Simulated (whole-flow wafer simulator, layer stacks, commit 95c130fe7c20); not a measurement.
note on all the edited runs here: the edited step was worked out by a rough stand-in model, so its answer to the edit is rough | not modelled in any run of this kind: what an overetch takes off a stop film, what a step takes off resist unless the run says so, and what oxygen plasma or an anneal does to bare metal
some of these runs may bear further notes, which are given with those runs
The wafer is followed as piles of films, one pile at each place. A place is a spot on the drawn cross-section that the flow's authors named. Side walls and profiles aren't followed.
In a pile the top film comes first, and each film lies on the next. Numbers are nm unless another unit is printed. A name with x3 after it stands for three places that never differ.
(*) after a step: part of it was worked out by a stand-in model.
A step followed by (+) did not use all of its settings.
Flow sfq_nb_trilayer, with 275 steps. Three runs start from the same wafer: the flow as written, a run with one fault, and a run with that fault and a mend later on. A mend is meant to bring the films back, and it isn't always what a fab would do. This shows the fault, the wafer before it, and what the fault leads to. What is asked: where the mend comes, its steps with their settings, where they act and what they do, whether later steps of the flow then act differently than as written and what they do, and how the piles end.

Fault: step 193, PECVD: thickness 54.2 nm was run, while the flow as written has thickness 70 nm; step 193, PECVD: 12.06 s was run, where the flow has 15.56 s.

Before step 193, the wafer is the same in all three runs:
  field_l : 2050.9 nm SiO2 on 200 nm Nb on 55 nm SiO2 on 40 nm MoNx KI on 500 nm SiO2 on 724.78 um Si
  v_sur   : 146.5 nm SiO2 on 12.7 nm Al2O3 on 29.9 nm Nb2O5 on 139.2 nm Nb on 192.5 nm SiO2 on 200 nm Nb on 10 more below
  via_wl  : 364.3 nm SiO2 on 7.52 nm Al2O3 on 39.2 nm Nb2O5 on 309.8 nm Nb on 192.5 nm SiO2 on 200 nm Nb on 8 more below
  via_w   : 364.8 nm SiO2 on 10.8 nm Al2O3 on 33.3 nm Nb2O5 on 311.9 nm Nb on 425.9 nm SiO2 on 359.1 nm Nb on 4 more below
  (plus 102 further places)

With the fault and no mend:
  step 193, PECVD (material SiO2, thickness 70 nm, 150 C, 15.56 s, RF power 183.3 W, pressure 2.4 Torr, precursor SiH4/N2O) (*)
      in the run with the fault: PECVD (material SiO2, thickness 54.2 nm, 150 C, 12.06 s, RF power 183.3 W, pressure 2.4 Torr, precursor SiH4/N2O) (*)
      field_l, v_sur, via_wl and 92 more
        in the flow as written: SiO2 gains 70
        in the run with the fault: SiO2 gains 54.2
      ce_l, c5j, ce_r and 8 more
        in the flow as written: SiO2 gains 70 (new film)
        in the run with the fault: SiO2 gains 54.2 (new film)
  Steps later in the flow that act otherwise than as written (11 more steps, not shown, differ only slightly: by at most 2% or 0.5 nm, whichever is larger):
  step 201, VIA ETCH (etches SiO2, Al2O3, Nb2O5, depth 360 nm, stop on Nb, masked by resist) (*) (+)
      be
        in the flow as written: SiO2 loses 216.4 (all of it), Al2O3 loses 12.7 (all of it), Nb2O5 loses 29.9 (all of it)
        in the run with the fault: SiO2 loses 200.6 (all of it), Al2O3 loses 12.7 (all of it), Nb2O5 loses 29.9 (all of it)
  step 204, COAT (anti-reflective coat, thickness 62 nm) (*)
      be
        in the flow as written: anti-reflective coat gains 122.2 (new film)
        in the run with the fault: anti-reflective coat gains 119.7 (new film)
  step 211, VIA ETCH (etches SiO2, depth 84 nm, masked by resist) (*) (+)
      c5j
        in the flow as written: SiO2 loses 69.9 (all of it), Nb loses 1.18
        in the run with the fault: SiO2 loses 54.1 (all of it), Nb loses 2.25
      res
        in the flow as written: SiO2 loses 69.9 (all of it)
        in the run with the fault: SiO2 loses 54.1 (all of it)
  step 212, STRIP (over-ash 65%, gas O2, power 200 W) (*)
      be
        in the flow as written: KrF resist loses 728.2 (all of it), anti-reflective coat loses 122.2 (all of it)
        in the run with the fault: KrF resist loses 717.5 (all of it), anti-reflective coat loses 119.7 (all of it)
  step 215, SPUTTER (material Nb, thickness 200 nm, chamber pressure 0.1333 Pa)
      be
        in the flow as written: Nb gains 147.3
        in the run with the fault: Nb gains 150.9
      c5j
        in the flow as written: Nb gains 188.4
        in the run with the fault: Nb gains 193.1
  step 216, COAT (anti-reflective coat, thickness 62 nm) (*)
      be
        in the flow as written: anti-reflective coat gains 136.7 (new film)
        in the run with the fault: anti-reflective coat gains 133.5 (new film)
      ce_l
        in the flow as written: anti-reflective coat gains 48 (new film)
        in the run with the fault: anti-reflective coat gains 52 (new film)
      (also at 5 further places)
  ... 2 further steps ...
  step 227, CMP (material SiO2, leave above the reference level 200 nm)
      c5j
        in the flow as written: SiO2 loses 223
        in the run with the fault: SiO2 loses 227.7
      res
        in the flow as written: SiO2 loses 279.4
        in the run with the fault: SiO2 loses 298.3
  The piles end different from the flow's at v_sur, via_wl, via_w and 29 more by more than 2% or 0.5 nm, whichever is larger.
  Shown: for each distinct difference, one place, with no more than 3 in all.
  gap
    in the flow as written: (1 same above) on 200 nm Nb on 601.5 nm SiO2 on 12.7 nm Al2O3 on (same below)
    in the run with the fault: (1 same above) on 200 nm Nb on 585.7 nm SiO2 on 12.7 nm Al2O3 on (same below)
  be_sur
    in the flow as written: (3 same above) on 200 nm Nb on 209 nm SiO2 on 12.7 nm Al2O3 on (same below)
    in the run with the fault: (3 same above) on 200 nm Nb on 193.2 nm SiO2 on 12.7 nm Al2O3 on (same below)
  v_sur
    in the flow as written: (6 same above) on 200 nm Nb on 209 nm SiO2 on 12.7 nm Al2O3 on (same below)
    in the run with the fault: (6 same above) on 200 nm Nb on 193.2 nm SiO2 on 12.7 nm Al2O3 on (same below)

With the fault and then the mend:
  After step 193 comes the mend.
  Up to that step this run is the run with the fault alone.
  step 193a, PECVD (material SiO2, thickness 15.8 nm, 150 C, 3.511 s, RF power 183.3 W, pressure 2.4 Torr, precursor SiH4/N2O) (*) (the flow's step 193, run once more with other settings)
      field_l, v_sur, via_wl and 103 more
        SiO2 gains 15.8
  Later steps of the flow that are run all act as written at every place that is followed, up to a difference of at most 2% or 0.5 nm, whichever is larger.
  By the end, the piles equal the flow's at every place that both follow.
